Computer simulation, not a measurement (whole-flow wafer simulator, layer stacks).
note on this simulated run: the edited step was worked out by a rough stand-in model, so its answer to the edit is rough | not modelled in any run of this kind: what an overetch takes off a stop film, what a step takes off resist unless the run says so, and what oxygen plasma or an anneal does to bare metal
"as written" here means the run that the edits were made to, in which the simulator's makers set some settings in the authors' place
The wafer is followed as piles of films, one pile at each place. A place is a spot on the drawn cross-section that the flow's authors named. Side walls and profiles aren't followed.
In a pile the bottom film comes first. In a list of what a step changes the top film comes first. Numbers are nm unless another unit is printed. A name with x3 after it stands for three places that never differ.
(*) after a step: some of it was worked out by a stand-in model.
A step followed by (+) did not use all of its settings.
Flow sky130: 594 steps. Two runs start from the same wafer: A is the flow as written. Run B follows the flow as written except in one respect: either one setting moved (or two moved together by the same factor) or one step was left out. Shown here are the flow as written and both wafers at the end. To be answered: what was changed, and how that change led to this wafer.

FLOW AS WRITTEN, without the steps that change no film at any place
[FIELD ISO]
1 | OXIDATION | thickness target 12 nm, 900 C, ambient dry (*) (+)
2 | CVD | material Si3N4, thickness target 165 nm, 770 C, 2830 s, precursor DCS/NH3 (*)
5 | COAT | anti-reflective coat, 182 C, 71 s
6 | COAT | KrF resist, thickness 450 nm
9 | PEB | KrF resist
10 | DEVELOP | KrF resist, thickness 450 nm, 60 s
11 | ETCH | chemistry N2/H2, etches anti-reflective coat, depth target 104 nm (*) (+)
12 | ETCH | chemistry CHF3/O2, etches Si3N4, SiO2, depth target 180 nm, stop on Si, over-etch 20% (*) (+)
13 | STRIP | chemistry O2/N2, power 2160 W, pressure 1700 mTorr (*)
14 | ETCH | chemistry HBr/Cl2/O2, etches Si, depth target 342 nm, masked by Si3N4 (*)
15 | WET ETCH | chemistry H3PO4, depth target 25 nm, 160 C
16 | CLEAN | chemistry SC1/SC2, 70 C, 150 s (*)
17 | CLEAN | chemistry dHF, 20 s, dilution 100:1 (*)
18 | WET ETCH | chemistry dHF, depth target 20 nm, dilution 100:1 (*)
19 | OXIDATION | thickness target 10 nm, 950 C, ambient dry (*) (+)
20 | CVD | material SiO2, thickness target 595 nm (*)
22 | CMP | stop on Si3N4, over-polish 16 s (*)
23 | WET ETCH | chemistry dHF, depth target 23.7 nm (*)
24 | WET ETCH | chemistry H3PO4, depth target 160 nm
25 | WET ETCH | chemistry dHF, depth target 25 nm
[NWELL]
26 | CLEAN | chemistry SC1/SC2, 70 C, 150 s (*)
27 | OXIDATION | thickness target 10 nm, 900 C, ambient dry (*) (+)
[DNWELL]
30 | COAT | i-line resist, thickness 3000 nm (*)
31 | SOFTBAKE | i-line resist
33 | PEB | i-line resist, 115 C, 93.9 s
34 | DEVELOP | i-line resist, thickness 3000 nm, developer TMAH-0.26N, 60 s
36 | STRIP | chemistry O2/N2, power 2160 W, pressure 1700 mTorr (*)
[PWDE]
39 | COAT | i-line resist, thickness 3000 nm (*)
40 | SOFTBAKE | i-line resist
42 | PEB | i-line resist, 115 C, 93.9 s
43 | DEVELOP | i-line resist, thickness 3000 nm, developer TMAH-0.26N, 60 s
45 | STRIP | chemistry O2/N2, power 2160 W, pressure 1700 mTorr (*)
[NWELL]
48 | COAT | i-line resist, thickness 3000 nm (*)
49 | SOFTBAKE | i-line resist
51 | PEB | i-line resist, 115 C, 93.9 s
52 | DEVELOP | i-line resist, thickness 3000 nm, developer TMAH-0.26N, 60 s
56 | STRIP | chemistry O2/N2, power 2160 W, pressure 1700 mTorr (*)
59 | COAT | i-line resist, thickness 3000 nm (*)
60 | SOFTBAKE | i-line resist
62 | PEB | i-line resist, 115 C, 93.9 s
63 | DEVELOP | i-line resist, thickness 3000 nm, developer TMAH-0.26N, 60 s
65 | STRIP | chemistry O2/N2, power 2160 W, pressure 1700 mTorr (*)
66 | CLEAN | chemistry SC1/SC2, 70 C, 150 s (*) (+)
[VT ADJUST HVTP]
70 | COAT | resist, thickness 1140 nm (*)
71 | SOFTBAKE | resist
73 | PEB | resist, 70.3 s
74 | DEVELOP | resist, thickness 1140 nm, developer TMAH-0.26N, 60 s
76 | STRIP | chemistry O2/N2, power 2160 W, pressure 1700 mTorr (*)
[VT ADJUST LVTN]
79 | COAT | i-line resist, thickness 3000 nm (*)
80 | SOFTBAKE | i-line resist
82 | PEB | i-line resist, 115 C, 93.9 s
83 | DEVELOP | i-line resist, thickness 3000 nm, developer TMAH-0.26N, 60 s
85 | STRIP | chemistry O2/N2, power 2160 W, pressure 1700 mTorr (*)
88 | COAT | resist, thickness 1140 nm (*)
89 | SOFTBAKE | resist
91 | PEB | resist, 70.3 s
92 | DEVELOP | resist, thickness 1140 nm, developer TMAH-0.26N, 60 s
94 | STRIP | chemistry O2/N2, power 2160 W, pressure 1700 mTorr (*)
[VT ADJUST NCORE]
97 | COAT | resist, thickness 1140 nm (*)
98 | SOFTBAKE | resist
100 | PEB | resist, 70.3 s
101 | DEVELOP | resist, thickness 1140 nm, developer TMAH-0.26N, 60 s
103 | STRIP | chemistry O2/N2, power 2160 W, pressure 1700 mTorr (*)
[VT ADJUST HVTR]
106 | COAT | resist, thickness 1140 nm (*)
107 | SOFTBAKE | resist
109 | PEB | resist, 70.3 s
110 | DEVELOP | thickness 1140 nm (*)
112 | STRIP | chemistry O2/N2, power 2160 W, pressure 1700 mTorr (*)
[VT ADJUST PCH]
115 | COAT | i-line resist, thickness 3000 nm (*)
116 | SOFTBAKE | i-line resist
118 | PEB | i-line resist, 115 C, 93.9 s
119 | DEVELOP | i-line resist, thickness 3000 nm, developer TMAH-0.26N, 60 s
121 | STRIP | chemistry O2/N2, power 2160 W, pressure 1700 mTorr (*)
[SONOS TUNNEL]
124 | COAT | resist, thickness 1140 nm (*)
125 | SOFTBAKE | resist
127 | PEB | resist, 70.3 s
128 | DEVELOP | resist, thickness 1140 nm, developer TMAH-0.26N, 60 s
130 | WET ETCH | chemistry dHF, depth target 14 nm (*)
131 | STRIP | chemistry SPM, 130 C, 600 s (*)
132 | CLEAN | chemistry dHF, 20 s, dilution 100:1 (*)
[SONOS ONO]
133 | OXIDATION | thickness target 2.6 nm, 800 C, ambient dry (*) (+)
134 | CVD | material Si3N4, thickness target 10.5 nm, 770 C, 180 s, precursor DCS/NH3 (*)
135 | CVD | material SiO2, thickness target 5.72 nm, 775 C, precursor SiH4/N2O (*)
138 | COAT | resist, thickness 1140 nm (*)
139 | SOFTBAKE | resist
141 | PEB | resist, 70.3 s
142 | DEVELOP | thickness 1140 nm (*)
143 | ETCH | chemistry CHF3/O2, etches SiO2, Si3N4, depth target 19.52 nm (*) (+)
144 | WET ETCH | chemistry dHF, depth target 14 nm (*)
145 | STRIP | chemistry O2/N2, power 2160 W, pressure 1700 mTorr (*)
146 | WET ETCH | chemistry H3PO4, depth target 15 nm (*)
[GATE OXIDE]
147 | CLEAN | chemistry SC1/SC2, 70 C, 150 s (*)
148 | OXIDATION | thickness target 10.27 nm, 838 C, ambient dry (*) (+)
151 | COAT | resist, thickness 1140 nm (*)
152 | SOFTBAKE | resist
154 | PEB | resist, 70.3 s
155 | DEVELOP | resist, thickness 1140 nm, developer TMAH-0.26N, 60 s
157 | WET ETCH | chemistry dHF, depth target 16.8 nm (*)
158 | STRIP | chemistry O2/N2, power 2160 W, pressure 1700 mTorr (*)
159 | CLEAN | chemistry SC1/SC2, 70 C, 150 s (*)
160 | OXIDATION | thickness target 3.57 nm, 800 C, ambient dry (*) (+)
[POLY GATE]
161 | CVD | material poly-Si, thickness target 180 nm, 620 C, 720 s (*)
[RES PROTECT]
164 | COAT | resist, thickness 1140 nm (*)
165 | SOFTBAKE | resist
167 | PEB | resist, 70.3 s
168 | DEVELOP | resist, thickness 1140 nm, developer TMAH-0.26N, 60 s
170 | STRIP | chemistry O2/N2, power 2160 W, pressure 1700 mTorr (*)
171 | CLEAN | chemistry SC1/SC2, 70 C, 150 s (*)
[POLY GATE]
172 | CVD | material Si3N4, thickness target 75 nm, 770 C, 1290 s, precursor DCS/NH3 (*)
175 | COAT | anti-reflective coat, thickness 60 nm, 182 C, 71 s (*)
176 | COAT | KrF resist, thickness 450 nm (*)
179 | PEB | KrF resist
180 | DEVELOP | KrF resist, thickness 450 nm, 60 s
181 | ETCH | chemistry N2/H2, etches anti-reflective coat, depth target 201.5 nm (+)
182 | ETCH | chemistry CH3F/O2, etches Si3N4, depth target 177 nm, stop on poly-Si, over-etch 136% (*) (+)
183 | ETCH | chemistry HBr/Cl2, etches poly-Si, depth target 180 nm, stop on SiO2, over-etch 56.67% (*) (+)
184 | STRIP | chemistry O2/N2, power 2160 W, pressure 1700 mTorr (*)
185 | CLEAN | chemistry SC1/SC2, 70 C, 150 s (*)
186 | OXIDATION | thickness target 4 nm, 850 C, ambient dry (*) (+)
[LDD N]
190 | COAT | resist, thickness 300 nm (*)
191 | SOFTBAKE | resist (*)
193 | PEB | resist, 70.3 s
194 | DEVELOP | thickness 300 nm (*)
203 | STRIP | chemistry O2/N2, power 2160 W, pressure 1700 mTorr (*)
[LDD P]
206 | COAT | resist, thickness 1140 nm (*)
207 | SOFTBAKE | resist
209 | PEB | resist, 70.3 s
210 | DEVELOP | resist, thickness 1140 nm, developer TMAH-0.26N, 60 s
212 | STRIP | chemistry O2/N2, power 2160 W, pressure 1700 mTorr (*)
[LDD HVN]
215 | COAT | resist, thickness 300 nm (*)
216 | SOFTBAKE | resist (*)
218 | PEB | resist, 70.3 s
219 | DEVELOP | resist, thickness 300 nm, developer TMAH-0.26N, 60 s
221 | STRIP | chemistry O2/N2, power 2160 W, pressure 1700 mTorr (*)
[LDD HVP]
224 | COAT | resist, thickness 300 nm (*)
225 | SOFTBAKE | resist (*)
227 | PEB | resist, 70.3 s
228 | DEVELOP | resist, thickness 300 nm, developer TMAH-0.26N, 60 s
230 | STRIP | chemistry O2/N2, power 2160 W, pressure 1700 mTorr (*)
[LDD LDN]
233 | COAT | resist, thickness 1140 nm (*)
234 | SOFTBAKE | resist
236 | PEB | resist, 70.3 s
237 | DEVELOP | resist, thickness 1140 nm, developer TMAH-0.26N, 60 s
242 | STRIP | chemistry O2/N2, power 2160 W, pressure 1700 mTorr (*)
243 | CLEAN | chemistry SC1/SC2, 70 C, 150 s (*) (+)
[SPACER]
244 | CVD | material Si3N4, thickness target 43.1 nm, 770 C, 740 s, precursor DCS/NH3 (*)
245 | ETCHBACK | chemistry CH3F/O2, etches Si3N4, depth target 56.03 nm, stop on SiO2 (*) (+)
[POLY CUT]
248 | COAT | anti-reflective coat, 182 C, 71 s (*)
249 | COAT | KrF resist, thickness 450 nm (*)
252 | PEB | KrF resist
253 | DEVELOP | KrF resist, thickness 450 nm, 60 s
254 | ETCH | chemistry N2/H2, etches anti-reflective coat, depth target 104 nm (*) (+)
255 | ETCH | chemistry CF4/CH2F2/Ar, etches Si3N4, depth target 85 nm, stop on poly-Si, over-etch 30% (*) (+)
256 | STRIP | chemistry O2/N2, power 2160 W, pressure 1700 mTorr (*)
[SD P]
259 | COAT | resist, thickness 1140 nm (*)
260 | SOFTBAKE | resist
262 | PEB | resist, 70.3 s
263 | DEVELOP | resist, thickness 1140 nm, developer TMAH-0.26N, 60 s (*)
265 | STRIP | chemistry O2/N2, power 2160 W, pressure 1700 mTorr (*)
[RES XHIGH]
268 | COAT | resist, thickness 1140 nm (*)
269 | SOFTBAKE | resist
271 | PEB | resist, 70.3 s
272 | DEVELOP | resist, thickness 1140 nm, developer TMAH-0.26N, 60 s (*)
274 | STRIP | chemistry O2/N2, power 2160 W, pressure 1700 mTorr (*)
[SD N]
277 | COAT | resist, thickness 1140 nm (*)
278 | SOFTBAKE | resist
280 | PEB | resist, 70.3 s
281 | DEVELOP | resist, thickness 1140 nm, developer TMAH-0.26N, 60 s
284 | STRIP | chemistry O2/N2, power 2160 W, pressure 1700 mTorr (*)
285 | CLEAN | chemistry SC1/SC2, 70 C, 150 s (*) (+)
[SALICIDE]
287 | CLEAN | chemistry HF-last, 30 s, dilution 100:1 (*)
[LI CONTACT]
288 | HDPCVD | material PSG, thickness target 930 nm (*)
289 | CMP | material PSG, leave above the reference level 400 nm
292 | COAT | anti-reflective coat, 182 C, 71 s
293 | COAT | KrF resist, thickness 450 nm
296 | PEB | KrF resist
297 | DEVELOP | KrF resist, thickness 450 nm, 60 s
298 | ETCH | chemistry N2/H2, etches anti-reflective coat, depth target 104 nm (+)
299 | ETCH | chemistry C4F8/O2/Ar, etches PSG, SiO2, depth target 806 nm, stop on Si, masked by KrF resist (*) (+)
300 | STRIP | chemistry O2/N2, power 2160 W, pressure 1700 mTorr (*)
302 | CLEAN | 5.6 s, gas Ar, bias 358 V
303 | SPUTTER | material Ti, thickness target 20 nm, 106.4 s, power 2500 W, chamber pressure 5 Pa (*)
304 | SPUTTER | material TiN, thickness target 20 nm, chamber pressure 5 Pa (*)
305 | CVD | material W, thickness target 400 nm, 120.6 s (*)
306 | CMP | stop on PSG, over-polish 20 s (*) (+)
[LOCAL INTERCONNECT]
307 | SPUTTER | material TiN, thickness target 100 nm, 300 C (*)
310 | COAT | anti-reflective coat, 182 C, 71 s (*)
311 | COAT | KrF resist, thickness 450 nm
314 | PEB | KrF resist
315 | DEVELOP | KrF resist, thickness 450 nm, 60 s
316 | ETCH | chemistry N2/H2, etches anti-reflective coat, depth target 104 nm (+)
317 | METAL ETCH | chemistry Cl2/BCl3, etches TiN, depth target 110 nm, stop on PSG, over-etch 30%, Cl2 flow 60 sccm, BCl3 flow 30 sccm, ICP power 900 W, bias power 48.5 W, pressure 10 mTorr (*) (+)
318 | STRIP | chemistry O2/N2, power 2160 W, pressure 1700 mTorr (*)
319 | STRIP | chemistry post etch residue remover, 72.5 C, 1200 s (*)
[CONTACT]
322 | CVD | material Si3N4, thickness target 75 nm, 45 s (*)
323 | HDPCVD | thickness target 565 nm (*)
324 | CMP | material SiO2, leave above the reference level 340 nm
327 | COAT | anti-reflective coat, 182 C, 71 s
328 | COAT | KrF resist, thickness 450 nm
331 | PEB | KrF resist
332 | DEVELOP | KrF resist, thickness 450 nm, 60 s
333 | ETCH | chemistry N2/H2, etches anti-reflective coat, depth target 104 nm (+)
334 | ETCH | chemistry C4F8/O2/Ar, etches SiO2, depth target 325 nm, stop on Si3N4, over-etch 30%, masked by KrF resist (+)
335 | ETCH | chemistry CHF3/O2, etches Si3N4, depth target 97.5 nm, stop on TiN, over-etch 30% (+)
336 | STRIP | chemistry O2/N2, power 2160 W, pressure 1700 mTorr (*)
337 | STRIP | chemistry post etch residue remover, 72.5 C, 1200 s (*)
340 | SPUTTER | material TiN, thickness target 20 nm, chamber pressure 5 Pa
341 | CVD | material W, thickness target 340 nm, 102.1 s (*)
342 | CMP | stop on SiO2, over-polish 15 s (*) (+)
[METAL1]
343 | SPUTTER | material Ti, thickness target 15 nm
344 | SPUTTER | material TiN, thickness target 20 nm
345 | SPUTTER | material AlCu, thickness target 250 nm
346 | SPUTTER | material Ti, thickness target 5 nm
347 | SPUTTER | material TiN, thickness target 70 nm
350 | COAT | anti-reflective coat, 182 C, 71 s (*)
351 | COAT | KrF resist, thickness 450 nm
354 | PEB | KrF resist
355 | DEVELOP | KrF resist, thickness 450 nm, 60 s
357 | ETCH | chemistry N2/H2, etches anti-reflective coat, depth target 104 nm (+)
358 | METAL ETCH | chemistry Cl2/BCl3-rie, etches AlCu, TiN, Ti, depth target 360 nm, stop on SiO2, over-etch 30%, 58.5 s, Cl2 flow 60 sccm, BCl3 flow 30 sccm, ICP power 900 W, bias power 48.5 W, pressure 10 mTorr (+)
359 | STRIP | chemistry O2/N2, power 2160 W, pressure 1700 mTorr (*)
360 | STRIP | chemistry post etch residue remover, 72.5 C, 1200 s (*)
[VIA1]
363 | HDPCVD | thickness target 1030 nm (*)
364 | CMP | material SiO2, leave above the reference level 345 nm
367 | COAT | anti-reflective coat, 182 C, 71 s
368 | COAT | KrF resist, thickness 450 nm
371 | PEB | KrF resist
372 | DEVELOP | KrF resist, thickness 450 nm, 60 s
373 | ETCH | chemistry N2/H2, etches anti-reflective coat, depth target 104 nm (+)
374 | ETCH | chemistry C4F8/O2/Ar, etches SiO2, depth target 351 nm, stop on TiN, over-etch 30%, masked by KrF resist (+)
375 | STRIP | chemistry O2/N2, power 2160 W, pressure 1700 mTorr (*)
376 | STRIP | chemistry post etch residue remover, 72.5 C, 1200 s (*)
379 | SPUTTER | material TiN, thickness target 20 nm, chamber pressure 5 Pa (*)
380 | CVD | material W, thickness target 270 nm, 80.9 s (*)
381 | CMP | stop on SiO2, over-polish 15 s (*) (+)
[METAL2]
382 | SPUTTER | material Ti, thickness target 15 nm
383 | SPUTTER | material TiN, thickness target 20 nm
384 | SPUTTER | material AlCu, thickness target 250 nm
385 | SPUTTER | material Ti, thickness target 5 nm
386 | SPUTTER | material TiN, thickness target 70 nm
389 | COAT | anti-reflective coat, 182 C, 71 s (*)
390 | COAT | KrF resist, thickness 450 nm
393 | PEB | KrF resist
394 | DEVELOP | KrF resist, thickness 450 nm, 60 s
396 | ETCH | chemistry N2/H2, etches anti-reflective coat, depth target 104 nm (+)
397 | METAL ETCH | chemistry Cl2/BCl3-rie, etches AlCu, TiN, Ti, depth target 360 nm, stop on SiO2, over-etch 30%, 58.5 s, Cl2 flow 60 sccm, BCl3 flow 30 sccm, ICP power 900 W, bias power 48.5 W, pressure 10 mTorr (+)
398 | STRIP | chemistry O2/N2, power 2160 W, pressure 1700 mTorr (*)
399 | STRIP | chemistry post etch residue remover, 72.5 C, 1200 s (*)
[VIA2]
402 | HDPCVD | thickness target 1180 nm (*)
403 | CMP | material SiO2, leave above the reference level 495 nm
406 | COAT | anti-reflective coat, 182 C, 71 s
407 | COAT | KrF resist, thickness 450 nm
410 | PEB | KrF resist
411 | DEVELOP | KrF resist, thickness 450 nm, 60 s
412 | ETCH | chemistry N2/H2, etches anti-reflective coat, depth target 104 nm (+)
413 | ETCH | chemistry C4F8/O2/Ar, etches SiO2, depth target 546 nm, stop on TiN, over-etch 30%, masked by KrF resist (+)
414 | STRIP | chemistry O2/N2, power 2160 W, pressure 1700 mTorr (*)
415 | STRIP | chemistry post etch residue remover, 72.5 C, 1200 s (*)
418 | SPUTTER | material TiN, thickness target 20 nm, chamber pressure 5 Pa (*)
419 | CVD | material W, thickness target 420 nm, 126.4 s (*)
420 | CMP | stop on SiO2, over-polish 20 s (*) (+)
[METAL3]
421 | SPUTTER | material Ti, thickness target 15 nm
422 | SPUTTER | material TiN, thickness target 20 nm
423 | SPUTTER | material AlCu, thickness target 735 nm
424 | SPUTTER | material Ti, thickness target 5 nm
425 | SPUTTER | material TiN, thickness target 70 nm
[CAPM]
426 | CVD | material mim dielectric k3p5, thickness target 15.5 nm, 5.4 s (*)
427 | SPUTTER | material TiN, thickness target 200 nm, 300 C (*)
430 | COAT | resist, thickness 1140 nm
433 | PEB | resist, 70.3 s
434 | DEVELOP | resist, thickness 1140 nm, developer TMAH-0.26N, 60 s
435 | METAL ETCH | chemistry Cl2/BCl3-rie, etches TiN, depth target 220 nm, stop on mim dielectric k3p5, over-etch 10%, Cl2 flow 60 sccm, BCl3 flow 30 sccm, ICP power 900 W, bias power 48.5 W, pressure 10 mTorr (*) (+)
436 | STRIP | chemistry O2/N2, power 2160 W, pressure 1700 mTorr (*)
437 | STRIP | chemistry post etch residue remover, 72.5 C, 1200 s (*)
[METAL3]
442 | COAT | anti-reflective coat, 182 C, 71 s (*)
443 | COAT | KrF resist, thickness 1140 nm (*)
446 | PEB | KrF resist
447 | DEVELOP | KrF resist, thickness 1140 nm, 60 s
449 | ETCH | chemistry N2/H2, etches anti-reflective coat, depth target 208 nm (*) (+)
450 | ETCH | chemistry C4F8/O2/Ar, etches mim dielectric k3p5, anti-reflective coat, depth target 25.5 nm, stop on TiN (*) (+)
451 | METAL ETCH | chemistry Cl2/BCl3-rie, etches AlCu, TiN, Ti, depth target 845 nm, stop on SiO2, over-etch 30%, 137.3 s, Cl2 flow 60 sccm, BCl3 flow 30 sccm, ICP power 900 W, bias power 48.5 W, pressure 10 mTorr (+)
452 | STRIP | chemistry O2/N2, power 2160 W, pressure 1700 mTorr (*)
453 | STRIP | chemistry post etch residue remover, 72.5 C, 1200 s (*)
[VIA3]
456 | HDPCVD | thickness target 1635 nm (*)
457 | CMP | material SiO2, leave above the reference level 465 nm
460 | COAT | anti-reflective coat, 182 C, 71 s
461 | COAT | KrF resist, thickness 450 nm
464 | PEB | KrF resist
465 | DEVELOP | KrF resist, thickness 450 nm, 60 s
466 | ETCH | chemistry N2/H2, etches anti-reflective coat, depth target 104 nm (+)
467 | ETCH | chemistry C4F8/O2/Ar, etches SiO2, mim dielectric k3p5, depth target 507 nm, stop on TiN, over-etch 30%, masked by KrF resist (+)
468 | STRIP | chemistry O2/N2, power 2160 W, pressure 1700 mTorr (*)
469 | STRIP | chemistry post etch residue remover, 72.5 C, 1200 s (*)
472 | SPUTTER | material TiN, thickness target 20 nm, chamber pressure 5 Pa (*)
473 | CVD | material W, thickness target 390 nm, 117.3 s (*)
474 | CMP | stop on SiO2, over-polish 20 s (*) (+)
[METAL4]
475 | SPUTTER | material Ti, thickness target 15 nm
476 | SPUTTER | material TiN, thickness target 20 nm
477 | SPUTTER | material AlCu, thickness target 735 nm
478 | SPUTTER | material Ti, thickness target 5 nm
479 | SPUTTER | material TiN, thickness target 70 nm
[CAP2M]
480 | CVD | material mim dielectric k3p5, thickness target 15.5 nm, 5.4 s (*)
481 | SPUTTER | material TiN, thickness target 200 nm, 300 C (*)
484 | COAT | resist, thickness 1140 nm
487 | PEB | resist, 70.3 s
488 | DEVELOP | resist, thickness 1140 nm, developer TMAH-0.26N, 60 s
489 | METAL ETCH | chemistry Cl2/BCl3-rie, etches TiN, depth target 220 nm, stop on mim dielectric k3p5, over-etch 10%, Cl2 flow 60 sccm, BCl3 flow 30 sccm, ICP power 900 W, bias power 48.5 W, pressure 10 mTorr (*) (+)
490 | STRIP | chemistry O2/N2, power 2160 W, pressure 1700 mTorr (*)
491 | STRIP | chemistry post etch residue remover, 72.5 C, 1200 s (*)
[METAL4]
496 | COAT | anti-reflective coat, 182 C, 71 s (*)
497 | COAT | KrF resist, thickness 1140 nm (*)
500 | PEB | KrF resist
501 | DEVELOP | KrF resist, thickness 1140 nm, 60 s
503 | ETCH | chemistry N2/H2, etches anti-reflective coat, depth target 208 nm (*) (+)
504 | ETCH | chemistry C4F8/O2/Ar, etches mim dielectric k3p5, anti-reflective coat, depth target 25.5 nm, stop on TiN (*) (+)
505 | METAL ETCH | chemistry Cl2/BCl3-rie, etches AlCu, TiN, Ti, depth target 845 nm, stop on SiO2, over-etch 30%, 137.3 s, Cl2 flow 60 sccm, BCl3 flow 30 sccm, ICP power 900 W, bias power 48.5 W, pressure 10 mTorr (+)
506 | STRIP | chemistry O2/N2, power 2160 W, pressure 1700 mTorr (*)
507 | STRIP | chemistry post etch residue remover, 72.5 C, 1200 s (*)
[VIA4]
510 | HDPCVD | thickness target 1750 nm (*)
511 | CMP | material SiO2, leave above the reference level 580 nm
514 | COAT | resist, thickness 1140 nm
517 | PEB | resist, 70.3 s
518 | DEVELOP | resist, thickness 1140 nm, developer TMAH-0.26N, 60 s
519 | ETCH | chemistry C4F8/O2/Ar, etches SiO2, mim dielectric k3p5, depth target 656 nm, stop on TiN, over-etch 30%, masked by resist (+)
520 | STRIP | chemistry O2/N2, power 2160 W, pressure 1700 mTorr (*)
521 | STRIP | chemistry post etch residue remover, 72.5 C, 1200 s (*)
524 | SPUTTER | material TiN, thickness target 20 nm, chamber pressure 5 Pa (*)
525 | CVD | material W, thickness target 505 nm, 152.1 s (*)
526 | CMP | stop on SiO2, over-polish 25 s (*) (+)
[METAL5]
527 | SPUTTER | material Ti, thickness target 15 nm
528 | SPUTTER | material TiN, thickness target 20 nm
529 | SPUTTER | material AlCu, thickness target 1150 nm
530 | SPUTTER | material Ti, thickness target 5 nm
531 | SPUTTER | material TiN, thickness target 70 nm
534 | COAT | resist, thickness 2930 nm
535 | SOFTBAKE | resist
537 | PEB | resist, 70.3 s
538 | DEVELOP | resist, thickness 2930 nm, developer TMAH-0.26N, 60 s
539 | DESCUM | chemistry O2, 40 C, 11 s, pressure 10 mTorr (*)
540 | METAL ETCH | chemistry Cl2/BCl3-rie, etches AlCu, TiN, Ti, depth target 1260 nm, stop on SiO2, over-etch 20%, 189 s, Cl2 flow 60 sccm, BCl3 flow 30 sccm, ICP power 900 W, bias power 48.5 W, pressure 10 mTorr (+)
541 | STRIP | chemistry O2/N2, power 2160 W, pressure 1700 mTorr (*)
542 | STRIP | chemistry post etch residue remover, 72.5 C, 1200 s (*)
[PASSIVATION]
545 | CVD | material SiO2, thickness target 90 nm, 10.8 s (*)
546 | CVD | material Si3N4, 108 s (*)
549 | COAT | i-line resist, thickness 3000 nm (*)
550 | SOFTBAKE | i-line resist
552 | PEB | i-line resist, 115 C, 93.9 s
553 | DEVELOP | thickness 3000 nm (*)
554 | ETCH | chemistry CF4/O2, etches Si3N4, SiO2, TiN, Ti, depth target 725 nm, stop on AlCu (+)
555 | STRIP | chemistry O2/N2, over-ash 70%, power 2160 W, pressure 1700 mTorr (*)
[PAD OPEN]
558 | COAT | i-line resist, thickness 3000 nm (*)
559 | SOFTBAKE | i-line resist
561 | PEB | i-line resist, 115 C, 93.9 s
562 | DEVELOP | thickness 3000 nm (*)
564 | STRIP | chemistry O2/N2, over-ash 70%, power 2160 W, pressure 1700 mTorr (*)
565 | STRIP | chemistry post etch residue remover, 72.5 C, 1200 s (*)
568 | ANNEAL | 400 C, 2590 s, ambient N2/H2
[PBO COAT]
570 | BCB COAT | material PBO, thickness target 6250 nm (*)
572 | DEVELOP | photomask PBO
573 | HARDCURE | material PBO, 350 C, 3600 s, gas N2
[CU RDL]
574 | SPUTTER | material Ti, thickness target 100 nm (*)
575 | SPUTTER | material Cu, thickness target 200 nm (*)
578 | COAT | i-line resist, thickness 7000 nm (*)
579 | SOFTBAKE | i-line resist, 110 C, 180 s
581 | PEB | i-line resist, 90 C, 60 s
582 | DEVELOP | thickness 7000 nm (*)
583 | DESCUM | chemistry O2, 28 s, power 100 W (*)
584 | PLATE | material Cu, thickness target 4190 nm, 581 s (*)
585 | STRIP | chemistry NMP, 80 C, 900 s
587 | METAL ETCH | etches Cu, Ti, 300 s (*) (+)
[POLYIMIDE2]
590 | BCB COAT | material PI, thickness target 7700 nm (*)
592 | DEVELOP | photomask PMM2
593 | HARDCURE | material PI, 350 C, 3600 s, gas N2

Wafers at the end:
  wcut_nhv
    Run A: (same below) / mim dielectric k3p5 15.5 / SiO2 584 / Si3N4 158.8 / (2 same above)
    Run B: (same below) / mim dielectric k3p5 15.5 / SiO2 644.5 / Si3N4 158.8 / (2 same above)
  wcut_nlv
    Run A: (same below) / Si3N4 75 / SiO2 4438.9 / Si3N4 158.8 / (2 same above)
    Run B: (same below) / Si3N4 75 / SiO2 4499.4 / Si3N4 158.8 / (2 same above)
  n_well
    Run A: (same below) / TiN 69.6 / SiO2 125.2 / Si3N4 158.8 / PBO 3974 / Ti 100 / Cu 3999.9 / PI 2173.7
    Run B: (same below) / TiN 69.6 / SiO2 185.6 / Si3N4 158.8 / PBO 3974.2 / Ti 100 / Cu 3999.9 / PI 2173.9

The reason: step 545, CVD: thickness target 134 nm was run, while the flow as written has thickness target 90 nm; step 545, CVD: 16.1 s was run, where the flow has 10.8 s.

Step by step, how the change led to this:
  545 | CVD | material SiO2, thickness target 90 nm, 10.8 s (*)
      field, active, gate and 175 more: A SiO2 gains 125.2 | B SiO2 gains 185.6
      n_well, p_well, sd_n and 12 more: A SiO2 gains 125.2 (new film) | B SiO2 gains 185.6 (new film)
  550 | SOFTBAKE | i-line resist
      gate_p_lvt, iso_guard_hv_nw: A i-line resist gains 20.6 | B i-line resist gains 22.3
      active: A i-line resist gains 12 | B i-line resist gains 13.2
      (and at 59 other places as well)
  554 | ETCH | chemistry CF4/O2, etches Si3N4, SiO2, TiN, Ti, depth target 725 nm, stop on AlCu (+)
      field, active, n_well and 189 more: A i-line resist loses 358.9 | B i-line resist loses 419.4
      pad: A Si3N4 loses 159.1 (all of it), SiO2 loses 125.2 (all of it), TiN loses 69.6 (all of it), Ti loses 5 (all of it) | B Si3N4 loses 159.1 (all of it), SiO2 loses 185.6 (all of it), TiN loses 69.6 (all of it), Ti loses 5 (all of it)
  555 | STRIP | chemistry O2/N2, over-ash 70%, power 2160 W, pressure 1700 mTorr (*)
      gate_hv, dice_street, iso_guard and 83 more: A i-line resist loses 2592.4 (all of it) | B i-line resist loses 2531.9 (all of it)
      n_well, p_well, sd_n, sd_p: A i-line resist loses 1340.8 (all of it) | B i-line resist loses 1280.4 (all of it)
      (and at 100 other places as well)
  558 | COAT | i-line resist, thickness 3000 nm (*)
      pad: A i-line resist gains 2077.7 (new film) | B i-line resist gains 2138.5 (new film)
  559 | SOFTBAKE | i-line resist
      gate_p_lvt, iso_guard_hv_nw: A i-line resist gains 20.6 | B i-line resist gains 22.3
      field: A i-line resist gains 12.5 | B i-line resist gains 13.8
      (and at 66 other places as well)
  561 | PEB | i-line resist, 115 C, 93.9 s
      pad: A i-line resist loses 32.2 | B i-line resist loses 33.2
  562 | DEVELOP | thickness 3000 nm (*)
      pad: A i-line resist loses 2045.5 (all of it) | B i-line resist loses 2105.3 (all of it)
  578 | COAT | i-line resist, thickness 7000 nm (*)
      pad: A i-line resist gains 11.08 um (new film) | B i-line resist gains 11.14 um (new film)
  579 | SOFTBAKE | i-line resist, 110 C, 180 s
      rpo_hd_licon, mim2: A i-line resist loses 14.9 | B i-line resist loses 15.8
      mim: A i-line resist loses 16.8 | B i-line resist loses 17.8
      (and at 27 other places as well)
  582 | DEVELOP | thickness 7000 nm (*)
      pad: A i-line resist loses 11.08 um (all of it) | B i-line resist loses 11.14 um (all of it)
